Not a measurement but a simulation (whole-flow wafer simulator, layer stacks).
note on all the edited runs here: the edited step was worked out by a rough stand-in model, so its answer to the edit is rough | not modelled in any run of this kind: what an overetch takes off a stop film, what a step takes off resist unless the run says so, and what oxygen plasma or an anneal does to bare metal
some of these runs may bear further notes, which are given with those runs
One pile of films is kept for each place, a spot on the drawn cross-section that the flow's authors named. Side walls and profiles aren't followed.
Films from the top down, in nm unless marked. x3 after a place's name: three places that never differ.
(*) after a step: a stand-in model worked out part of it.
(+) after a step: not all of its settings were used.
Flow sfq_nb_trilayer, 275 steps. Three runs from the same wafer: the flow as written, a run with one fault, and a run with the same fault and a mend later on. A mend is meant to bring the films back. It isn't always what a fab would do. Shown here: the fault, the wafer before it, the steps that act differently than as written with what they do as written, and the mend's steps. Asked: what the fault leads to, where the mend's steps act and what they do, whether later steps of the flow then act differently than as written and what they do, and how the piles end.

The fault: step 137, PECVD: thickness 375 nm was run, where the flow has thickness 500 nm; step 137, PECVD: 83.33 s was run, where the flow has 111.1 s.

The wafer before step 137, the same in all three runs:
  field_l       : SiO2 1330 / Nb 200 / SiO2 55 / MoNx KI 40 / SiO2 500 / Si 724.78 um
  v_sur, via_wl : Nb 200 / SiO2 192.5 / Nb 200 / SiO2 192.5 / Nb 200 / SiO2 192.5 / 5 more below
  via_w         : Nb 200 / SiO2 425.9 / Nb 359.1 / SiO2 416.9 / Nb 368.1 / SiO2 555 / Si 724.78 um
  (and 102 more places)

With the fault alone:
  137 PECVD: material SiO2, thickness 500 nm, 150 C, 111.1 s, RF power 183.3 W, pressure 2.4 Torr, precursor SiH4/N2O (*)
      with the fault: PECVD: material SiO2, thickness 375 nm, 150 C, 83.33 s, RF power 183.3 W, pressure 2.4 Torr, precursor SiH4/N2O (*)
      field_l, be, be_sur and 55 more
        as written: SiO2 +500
        with the fault: SiO2 +375
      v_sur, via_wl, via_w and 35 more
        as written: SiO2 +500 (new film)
        with the fault: SiO2 +375 (new film)
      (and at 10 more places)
  Later steps of the flow that act differently than as written (22 more steps differ only slightly, by at most 2% or 0.5 nm, whichever is larger, and aren't shown):
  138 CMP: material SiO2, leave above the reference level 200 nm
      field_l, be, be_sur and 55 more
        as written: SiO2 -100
        with the fault: nothing
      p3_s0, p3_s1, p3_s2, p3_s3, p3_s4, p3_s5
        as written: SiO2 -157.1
        with the fault: nothing
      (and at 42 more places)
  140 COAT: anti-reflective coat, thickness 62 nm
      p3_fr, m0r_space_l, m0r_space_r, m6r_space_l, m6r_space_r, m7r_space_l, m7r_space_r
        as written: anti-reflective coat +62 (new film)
        with the fault: anti-reflective coat +65.5 (new film)
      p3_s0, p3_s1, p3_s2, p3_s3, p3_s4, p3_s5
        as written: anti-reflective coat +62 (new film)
        with the fault: anti-reflective coat +70.4 (new film)
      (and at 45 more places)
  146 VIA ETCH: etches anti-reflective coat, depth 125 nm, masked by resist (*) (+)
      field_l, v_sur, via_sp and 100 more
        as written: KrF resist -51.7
        with the fault: KrF resist -50.1
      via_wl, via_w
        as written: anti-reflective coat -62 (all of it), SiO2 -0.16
        with the fault: anti-reflective coat -60.1 (all of it), SiO2 -0.15
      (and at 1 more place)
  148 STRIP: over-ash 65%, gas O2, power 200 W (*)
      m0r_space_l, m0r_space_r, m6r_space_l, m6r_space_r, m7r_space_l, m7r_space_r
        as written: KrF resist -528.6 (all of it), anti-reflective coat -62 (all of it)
        with the fault: KrF resist -532.8 (all of it), anti-reflective coat -65.5 (all of it)
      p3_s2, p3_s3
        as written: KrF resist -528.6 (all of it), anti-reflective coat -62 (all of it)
        with the fault: KrF resist -534.4 (all of it), anti-reflective coat -70.4 (all of it)
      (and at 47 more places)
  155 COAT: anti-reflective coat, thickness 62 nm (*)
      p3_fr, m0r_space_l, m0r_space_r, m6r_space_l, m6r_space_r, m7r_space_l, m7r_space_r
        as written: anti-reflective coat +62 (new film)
        with the fault: anti-reflective coat +65.1 (new film)
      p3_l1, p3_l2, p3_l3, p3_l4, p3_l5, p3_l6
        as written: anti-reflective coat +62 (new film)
        with the fault: anti-reflective coat +55.5 (new film)
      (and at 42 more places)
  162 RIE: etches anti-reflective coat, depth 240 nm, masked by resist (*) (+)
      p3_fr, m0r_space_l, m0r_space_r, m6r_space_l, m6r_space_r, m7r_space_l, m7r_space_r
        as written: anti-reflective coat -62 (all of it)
        with the fault: anti-reflective coat -65.1 (all of it)
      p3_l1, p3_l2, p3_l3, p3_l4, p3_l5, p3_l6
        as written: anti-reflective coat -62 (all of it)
        with the fault: anti-reflective coat -55.5 (all of it)
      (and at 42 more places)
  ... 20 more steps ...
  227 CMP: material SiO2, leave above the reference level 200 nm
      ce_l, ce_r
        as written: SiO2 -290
        with the fault: SiO2 -300
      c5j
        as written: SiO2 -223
        with the fault: SiO2 -233
  At the end the piles differ from the flow's by more than 2% or 0.5 nm, whichever is larger, at be, be_sur, gap and 37 more.
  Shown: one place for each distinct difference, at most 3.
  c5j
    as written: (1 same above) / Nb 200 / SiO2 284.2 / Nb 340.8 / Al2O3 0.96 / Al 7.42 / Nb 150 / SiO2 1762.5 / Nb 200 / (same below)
    with the fault: (1 same above) / Nb 200 / SiO2 293.3 / Nb 183.3 / SiO2 3.38 / Nb 170 / Al2O3 0.96 / Al 7.42 / Nb 150 / SiO2 1737.5 / Nb 200 / (same below)
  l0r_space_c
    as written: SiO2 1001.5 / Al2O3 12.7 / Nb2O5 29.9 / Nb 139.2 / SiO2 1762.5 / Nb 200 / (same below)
    with the fault: SiO2 1026.5 / Al2O3 12.7 / Nb2O5 29.9 / Nb 139.2 / SiO2 1737.5 / Nb 200 / (same below)
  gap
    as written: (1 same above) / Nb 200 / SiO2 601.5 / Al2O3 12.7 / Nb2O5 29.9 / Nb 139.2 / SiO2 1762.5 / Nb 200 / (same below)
    with the fault: (1 same above) / Nb 200 / SiO2 626.5 / Al2O3 12.7 / Nb2O5 29.9 / Nb 139.2 / SiO2 1737.5 / Nb 200 / (same below)

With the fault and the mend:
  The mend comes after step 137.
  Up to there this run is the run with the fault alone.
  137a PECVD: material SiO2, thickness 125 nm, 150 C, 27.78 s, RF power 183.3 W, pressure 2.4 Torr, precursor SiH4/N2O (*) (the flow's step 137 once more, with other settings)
      field_l, v_sur, via_wl and 99 more
        SiO2 +125
      lsp_r, l0_sur, l0v
        SiO2 +123.1
      via_v
        SiO2 +119.5
  Later steps of the flow that act differently than as written:
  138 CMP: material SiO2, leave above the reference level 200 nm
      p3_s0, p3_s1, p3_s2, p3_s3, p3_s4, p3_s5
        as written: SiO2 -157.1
        with the mend: SiO2 -100
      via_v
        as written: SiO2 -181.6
        with the mend: SiO2 -128.3
  At the end the piles are the same as the flow's at every place that both follow.
